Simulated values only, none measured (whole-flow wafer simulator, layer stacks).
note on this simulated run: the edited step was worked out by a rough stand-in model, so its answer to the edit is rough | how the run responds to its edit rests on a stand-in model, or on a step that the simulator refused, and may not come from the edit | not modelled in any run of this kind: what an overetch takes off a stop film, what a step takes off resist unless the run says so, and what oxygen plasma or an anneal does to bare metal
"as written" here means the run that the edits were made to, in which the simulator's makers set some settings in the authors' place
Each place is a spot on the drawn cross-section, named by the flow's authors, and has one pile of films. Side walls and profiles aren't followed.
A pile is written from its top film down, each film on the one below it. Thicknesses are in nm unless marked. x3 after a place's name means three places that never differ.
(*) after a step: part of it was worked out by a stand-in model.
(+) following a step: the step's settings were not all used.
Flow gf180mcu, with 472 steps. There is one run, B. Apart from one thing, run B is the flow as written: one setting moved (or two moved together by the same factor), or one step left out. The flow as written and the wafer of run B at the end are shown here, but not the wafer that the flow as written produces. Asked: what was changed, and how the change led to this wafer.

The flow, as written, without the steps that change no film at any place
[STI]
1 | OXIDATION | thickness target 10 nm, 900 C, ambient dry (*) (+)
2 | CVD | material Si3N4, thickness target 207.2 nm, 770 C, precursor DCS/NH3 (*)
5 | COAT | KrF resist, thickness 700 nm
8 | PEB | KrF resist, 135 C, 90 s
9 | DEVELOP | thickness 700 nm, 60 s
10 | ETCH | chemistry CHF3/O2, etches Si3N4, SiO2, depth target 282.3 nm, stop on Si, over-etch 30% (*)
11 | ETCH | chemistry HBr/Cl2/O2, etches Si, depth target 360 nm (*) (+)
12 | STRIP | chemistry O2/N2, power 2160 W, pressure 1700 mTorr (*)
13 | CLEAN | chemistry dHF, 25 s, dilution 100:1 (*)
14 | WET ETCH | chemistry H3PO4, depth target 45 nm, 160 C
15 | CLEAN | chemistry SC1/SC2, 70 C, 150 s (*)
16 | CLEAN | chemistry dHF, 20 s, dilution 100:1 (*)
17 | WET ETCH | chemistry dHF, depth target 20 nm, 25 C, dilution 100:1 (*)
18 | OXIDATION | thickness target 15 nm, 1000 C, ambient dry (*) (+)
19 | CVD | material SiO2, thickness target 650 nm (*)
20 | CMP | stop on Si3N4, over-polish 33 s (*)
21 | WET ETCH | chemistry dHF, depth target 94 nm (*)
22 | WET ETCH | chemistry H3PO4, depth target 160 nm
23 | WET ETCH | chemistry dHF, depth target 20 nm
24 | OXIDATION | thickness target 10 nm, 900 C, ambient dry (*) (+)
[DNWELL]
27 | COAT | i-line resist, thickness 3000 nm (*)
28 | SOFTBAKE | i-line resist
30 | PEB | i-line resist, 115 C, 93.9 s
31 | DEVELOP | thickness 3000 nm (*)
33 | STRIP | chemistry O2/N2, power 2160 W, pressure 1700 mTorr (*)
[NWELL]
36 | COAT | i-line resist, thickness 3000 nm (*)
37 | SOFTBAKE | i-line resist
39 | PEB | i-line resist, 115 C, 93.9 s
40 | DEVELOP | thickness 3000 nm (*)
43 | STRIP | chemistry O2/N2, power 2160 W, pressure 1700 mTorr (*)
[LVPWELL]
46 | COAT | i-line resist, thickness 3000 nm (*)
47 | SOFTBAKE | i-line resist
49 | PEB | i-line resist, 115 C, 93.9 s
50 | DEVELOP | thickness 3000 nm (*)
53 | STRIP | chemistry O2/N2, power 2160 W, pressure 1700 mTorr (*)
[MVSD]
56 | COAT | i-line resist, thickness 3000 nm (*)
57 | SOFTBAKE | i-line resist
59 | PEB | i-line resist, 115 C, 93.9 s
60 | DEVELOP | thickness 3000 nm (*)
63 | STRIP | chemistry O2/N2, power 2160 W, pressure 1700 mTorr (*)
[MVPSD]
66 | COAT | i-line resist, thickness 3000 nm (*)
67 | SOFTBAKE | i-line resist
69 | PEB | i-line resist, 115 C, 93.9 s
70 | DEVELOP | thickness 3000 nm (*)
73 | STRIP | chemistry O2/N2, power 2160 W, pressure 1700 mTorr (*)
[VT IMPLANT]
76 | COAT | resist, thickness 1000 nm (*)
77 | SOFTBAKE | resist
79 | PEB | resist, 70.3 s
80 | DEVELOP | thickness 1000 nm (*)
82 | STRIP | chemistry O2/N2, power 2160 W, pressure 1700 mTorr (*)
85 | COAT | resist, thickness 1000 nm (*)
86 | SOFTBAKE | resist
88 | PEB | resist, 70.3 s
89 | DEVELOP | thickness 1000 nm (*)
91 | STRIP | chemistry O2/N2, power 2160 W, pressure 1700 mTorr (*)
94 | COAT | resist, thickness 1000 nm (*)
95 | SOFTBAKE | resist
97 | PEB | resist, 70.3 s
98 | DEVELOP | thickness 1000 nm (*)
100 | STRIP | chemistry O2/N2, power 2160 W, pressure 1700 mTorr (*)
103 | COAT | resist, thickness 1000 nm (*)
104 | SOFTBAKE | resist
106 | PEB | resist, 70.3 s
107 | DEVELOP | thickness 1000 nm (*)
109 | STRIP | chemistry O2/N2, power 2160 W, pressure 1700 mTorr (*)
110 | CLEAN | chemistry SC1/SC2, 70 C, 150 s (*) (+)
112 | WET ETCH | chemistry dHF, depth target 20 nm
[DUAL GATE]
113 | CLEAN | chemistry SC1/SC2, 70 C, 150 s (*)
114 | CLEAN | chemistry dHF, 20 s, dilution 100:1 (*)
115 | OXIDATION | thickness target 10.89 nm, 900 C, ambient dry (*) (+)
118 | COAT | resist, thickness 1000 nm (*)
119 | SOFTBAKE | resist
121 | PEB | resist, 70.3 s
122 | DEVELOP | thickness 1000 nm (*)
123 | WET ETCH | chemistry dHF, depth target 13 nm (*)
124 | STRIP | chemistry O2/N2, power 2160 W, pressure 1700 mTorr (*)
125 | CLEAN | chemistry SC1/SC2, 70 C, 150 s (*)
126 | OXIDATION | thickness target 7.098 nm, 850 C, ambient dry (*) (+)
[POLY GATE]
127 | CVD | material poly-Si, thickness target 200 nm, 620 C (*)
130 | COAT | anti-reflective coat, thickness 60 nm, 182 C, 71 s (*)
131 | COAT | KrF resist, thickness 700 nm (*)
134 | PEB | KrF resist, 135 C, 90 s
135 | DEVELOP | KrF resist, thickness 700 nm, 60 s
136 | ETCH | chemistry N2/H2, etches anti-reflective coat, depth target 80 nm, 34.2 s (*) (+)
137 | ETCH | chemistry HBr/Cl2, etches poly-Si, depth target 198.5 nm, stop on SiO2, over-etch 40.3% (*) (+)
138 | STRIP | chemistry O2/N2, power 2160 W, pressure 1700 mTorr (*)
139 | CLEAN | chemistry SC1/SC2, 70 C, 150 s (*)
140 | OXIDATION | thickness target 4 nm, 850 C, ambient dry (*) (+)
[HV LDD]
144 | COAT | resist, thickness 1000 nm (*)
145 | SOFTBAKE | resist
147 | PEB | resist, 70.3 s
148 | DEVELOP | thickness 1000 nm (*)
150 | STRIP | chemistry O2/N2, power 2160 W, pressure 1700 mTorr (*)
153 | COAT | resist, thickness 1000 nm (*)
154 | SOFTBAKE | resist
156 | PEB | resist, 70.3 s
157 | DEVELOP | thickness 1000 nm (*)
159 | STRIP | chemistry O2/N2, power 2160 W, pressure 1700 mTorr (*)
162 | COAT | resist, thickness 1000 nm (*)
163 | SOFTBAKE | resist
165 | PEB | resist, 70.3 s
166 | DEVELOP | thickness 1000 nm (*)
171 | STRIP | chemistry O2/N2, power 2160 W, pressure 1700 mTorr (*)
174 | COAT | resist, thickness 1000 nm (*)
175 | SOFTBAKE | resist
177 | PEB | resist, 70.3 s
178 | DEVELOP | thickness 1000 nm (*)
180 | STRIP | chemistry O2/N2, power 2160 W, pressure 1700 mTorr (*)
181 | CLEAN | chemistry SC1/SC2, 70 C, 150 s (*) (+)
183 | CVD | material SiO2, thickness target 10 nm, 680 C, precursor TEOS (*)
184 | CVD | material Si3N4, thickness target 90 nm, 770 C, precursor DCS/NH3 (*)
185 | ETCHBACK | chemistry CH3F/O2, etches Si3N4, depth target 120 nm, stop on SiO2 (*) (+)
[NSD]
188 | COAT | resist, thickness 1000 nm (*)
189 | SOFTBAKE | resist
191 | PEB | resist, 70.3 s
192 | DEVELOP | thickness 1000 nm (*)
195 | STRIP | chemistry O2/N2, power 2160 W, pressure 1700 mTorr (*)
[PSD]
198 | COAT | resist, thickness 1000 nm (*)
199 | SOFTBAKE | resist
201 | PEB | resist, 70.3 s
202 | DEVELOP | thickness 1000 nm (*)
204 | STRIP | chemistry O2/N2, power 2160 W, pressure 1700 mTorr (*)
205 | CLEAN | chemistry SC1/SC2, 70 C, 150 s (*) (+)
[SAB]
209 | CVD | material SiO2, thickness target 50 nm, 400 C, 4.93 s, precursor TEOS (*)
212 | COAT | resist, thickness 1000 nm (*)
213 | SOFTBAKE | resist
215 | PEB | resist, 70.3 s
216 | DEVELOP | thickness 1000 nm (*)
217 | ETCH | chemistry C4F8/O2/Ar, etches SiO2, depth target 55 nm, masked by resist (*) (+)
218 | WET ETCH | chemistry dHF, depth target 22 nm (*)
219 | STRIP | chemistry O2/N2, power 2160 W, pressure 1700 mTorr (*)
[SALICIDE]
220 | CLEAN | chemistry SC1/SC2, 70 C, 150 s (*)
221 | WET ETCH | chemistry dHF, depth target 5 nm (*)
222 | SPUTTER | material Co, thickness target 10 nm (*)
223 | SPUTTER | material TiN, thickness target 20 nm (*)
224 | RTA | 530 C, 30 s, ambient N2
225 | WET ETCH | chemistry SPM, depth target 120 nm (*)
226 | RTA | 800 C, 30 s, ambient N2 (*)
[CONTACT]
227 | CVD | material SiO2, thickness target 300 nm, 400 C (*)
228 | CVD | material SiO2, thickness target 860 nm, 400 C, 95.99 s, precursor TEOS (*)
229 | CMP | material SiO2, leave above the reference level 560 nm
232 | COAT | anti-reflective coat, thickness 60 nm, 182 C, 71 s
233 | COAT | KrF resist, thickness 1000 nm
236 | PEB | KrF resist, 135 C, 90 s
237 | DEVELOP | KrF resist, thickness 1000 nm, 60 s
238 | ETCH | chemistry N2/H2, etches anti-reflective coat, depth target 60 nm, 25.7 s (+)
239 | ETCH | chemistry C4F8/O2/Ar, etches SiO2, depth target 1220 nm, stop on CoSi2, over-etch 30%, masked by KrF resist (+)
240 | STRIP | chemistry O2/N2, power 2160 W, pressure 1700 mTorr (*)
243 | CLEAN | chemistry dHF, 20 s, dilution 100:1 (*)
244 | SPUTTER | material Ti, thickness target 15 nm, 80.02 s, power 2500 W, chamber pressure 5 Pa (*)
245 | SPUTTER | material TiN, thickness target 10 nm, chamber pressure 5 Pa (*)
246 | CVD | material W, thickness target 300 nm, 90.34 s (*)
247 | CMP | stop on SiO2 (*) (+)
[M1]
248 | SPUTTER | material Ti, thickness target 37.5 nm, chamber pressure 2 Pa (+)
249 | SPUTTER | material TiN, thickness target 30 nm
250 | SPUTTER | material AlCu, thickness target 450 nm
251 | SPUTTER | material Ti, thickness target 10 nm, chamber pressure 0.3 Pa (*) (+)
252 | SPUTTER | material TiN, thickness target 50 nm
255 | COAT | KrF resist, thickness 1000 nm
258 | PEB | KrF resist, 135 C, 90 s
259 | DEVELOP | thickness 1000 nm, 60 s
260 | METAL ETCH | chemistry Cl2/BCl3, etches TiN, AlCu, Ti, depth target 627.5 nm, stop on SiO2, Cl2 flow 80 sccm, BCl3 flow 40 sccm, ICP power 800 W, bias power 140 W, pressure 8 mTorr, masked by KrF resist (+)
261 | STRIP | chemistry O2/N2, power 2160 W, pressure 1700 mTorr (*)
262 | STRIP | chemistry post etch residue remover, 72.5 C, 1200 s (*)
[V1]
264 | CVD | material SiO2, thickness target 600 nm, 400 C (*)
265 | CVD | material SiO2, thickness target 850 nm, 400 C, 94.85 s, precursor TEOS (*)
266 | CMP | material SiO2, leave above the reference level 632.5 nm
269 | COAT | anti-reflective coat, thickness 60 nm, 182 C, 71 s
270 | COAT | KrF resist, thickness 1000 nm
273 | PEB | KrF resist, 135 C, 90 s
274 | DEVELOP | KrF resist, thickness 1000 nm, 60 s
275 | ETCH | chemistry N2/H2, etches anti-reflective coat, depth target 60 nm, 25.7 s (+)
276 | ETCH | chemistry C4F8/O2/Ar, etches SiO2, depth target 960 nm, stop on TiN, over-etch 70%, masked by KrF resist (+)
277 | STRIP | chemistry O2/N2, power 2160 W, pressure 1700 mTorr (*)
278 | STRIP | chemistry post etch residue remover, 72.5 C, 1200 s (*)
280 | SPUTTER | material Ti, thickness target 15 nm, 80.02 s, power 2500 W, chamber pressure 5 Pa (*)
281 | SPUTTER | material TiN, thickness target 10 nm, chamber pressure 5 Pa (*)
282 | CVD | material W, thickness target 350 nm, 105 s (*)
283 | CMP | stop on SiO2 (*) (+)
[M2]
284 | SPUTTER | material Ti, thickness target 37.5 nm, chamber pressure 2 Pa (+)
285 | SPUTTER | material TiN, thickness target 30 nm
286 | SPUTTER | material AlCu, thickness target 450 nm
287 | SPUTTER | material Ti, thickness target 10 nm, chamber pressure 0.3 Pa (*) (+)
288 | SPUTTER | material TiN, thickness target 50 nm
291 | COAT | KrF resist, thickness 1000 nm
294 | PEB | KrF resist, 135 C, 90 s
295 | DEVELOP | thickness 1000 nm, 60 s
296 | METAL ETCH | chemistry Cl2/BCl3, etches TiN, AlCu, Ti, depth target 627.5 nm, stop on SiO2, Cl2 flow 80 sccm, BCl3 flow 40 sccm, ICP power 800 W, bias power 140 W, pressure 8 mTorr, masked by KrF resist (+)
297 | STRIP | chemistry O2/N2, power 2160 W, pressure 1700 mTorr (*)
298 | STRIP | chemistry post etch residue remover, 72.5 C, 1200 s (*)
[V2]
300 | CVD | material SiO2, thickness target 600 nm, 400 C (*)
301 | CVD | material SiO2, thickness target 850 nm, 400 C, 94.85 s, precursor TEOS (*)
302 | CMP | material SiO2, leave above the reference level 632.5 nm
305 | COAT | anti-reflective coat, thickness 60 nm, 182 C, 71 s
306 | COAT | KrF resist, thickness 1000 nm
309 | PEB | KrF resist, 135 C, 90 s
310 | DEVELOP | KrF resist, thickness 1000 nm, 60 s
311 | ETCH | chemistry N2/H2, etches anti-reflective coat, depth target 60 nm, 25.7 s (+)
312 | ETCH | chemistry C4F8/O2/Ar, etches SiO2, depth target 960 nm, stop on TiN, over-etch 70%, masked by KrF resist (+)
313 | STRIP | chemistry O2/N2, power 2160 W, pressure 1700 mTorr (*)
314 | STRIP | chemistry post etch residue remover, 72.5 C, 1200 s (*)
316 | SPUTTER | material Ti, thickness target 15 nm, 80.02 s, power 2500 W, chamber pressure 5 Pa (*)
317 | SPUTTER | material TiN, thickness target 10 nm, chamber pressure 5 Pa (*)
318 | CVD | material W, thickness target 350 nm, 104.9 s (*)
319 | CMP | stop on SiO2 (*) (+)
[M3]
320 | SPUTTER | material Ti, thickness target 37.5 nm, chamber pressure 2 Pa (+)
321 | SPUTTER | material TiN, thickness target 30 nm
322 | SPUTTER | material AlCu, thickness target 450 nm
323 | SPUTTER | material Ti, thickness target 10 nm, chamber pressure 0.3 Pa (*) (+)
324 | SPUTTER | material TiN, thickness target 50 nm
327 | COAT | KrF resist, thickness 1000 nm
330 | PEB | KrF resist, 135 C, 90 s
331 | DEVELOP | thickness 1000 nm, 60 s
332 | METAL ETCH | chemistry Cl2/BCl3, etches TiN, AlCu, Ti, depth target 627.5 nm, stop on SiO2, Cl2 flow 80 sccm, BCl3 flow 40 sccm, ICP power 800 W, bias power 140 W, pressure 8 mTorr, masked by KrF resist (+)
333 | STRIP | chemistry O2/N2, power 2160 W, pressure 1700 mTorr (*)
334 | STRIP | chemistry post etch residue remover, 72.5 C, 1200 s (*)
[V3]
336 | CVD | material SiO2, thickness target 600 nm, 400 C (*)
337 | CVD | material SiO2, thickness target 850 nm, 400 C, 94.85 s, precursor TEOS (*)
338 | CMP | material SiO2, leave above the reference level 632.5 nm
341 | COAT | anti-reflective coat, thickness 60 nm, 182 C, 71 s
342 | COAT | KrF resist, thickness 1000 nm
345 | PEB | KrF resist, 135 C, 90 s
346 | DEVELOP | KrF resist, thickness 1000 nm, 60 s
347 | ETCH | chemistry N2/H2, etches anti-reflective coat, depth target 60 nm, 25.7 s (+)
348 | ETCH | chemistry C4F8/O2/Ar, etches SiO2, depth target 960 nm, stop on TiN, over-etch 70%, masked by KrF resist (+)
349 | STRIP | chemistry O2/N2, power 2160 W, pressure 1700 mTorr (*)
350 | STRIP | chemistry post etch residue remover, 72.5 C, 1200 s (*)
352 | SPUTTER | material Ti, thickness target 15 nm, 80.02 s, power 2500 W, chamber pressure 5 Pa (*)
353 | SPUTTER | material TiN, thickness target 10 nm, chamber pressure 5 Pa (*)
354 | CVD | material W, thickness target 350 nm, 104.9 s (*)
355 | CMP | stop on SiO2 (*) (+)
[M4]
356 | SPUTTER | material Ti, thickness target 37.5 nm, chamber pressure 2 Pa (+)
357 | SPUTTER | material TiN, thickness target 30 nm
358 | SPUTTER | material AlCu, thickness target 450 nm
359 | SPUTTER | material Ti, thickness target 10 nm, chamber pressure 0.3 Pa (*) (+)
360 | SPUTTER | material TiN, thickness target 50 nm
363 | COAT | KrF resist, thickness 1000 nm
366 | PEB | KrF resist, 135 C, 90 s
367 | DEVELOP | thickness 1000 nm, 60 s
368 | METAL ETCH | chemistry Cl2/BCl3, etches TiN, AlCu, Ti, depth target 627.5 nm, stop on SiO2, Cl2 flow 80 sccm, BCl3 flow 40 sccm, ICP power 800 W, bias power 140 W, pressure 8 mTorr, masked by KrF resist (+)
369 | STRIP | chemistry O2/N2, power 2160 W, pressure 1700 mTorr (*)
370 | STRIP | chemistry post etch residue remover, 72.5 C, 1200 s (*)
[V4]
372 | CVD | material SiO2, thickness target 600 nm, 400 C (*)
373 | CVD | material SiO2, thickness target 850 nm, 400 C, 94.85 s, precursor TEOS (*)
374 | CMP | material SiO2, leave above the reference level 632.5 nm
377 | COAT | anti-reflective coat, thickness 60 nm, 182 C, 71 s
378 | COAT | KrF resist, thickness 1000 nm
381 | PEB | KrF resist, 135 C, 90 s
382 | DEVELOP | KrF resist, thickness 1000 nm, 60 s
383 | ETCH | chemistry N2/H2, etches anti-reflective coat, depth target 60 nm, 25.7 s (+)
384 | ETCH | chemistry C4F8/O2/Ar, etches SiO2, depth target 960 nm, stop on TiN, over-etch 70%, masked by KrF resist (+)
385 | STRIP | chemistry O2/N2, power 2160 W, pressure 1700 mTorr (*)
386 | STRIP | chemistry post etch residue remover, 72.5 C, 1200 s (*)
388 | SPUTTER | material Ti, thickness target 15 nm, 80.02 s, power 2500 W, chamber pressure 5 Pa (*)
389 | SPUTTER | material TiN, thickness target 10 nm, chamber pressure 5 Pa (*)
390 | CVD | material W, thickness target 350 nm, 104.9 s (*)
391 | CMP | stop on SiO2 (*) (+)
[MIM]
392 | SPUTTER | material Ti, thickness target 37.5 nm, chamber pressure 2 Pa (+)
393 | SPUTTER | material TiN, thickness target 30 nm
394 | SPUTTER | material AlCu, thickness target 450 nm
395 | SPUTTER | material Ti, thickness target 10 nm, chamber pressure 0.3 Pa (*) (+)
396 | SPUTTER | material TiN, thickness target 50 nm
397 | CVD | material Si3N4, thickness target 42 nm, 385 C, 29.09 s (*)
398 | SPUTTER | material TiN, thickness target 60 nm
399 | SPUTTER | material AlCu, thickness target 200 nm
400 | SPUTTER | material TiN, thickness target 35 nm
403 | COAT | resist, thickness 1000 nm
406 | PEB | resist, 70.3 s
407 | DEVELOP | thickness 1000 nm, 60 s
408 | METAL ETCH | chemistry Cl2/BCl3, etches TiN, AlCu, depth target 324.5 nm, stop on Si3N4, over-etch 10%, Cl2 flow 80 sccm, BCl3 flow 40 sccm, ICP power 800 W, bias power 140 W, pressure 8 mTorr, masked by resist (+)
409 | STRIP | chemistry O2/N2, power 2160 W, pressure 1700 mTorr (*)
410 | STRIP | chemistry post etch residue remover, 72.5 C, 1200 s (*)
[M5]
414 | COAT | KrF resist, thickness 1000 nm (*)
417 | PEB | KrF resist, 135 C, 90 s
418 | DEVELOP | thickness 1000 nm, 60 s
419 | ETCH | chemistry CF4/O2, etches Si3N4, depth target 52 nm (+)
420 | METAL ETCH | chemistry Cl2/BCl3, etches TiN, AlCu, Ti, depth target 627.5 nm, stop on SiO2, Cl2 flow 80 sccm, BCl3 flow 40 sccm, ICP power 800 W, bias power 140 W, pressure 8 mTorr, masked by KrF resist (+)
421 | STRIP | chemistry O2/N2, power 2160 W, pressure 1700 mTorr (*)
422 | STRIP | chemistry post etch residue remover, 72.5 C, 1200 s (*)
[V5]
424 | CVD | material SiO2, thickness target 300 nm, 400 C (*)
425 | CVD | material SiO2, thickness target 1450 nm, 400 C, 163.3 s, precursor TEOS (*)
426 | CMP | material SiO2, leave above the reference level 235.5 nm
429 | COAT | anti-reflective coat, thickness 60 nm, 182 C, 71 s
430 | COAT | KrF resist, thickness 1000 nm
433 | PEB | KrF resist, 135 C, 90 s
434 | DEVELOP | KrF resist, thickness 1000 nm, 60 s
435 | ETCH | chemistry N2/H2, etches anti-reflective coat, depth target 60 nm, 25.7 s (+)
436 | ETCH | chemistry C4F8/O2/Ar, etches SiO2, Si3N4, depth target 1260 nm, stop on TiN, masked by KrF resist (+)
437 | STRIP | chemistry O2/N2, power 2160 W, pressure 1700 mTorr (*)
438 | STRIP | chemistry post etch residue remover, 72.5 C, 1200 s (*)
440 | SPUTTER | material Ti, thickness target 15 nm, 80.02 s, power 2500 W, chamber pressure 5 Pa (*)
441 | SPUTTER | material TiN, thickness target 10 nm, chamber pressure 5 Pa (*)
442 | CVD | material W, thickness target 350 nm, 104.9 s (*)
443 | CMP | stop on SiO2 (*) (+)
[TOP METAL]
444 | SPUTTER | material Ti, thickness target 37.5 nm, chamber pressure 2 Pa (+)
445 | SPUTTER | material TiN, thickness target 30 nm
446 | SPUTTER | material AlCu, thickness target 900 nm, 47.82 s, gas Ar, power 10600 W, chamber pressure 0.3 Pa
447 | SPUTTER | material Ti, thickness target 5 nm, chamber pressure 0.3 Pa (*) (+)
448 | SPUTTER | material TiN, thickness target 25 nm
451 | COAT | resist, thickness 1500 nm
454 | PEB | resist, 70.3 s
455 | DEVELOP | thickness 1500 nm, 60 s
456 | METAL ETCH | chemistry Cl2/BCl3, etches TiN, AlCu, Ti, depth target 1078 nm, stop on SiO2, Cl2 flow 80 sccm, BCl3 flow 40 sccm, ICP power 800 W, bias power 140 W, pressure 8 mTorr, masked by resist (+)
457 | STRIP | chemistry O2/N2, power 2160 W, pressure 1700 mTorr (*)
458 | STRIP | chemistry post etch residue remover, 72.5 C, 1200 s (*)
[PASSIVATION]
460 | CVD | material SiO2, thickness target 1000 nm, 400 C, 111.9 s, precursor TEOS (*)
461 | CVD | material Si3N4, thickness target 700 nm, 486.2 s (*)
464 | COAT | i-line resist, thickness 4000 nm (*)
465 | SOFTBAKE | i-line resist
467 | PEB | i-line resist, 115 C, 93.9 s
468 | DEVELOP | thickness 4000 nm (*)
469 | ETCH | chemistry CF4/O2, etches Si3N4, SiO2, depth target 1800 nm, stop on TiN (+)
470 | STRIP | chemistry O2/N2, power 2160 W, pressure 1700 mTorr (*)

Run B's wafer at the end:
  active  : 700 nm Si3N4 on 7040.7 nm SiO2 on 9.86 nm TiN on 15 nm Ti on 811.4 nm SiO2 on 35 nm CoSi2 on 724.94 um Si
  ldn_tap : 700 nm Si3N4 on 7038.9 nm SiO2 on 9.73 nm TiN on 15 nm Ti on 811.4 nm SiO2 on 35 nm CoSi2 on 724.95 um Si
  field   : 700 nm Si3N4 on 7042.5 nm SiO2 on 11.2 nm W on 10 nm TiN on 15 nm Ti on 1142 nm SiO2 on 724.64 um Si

What caused this: step 228, CVD: thickness target 507 nm was run, while the flow as written has thickness target 860 nm; step 228, CVD: 56.64 s was run, where the flow has 95.99 s.

Step by step, how the change led to this:
  228 | CVD | material SiO2, thickness target 860 nm, 400 C, 95.99 s, precursor TEOS (*)
      field, field__w7, field__w8 and 70 more: +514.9 SiO2 (as written it would have been: +860 SiO2)
      field__w3, field__w12: +487 SiO2 (as written it would have been: +807.3 SiO2)
      (as well as at 36 more places)
  229 | CMP | material SiO2, leave above the reference level 560 nm
      ldn_sep__w1, ldn_sep__w2, ldn_dft and 8 more: nothing (as written it would have been: -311 SiO2)
      active, p_well, sd_n, iso_ptap_pw, iso_ntap_nw, iso_ptap_sub, vpnp_e: nothing (as written it would have been: -299.9 SiO2)
      (as well as at 93 more places)
  232 | COAT | anti-reflective coat, thickness 60 nm, 182 C, 71 s
      sti, mim_1p0, pad, dice_street: +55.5 anti-reflective coat (new film) (as written it would have been: +60 anti-reflective coat (new film))
      field__w7, ldn_out: +67.5 anti-reflective coat (new film) (as written it would have been: +60 anti-reflective coat (new film))
      (as well as at 96 more places)
  233 | COAT | KrF resist, thickness 1000 nm
      p_well, sti, spacer, sd_n, mim_1p0, pad, dice_street: +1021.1 KrF resist (new film) (as written it would have been: +1000 KrF resist (new film))
      mim: +1022.4 KrF resist (new film) (as written it would have been: +1000 KrF resist (new film))
      (as well as at 4 more places)
  238 | ETCH | chemistry N2/H2, etches anti-reflective coat, depth target 60 nm, 25.7 s (+)
      polyc_n, polyc_p: -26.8 anti-reflective coat (all of it), -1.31 SiO2 (as written it would have been: -60 anti-reflective coat (all of it), -0.46 SiO2)
      contact: -74.2 anti-reflective coat (all of it), -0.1 SiO2 (as written it would have been: -60 anti-reflective coat (all of it), -0.46 SiO2)
  239 | ETCH | chemistry C4F8/O2/Ar, etches SiO2, depth target 1220 nm, stop on CoSi2, over-etch 30%, masked by KrF resist (+)
      field, field__w1, field__w2 and 105 more: -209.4 KrF resist (as written it would have been: -223.5 KrF resist)
      contact: -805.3 SiO2 (all of it) (as written it would have been: -859.5 SiO2 (all of it))
  240 | STRIP | chemistry O2/N2, power 2160 W, pressure 1700 mTorr (*)
      sti, mim_1p0, pad, dice_street: -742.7 KrF resist (all of it), -55.5 anti-reflective coat (all of it) (as written it would have been: -707.7 KrF resist (all of it), -60 anti-reflective coat (all of it))
      p_well, sd_n: -742.7 KrF resist (all of it), -52.4 anti-reflective coat (all of it) (as written it would have been: -707.7 KrF resist (all of it), -60 anti-reflective coat (all of it))
      (as well as at 98 more places)
  244 | SPUTTER | material Ti, thickness target 15 nm, 80.02 s, power 2500 W, chamber pressure 5 Pa (*)
      field__w3: +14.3 Ti (new film) (as written it would have been: +15 Ti (new film))
      field__w12: +14.2 Ti (new film) (as written it would have been: +15 Ti (new film))
      (as well as at 1 more place)
  245 | SPUTTER | material TiN, thickness target 10 nm, chamber pressure 5 Pa (*)
      field__w12: +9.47 TiN (new film) (as written it would have been: +10 TiN (new film))
      ld_drift_p: +9.33 TiN (new film) (as written it would have been: +10 TiN (new film))
  246 | CVD | material W, thickness target 300 nm, 90.34 s (*)
      contact: +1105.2 W (new film) (as written it would have been: +1167.5 W (new film))
  247 | CMP | stop on SiO2 (*) (+)
      active, p_well, sd_n, iso_ptap_pw, iso_ntap_nw, iso_ptap_sub, vpnp_e: -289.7 W (as written it would have been: -300 W (all of it), -10 TiN (all of it), -15 Ti (all of it), -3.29 SiO2)
      ldn_tap, ldn_src, ldn_drn, ldp_tap, ldp_src, ldp_drn, ldp_gr: -291.6 W (as written it would have been: -300 W (all of it), -10 TiN (all of it), -15 Ti (all of it), -3.29 SiO2)
      (as well as at 95 more places)
  248 | SPUTTER | material Ti, thickness target 37.5 nm, chamber pressure 2 Pa (+)
      field__w13: +37.5 Ti (as written it would have been: +37.5 Ti (new film))
  260 | METAL ETCH | chemistry Cl2/BCl3, etches TiN, AlCu, Ti, depth target 627.5 nm, stop on SiO2, Cl2 flow 80 sccm, BCl3 flow 40 sccm, ICP power 800 W, bias power 140 W, pressure 8 mTorr, masked by KrF resist (+)
      field, field__w1, field__w2 and 49 more: -50 TiN (all of it), -10 Ti (all of it), -450 AlCu (all of it), -30 TiN (all of it), -37.5 Ti (all of it), -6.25 W (as written it would have been: -50 TiN (all of it), -10 Ti (all of it), -450 AlCu (all of it), -30 TiN (all of it), -37.5 Ti (all of it))
      ldn_sep__w2, ldn_fld__w1, ldp_sep__w2, ldp_dft, ldp_out, ldp_fld__w3: -50 TiN (all of it), -10 Ti (all of it), -450 AlCu (all of it), -30 TiN (all of it), -37.5 Ti (all of it), -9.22 TiN (all of it), -15 Ti (all of it) (as written it would have been: -50 TiN (all of it), -10 Ti (all of it), -450 AlCu (all of it), -30 TiN (all of it), -37.5 Ti (all of it))
      (as well as at 11 more places)
  262 | STRIP | chemistry post etch residue remover, 72.5 C, 1200 s (*)
      field, field__w1, field__w2 and 32 more: -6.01 W (as written it would have been: nothing)
      active, p_well, sd_n, iso_ptap_pw, iso_ntap_nw, iso_ptap_sub, vpnp_e: -4.04 W (all of it), -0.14 TiN (as written it would have been: nothing)
      (as well as at 10 more places)
  264 | CVD | material SiO2, thickness target 600 nm, 400 C (*)
      field, field__w1, field__w2 and 49 more: +600 SiO2 (new film) (as written it would have been: +600 SiO2)
  266 | CMP | material SiO2, leave above the reference level 632.5 nm
      field, field__w1, field__w2 and 32 more: -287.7 SiO2 (as written it would have been: -300 SiO2)
      ldn_sep__w1, ldn_sep__w2, ldn_out and 6 more: -275.8 SiO2 (as written it would have been: -300 SiO2)
      (as well as at 24 more places)
Taking metal films that touch as one body, active has 2 bodies (between them, from the top down: SiO2 811.4); the flow as written gives 1 body.
Taking metal films that touch as one body, ldn_tap has 2 bodies (between them, from the top down: SiO2 811.4); the flow as written gives 1 body.
Taking metal films that touch as one body, field has 1 body; the flow as written gives 0 bodies.
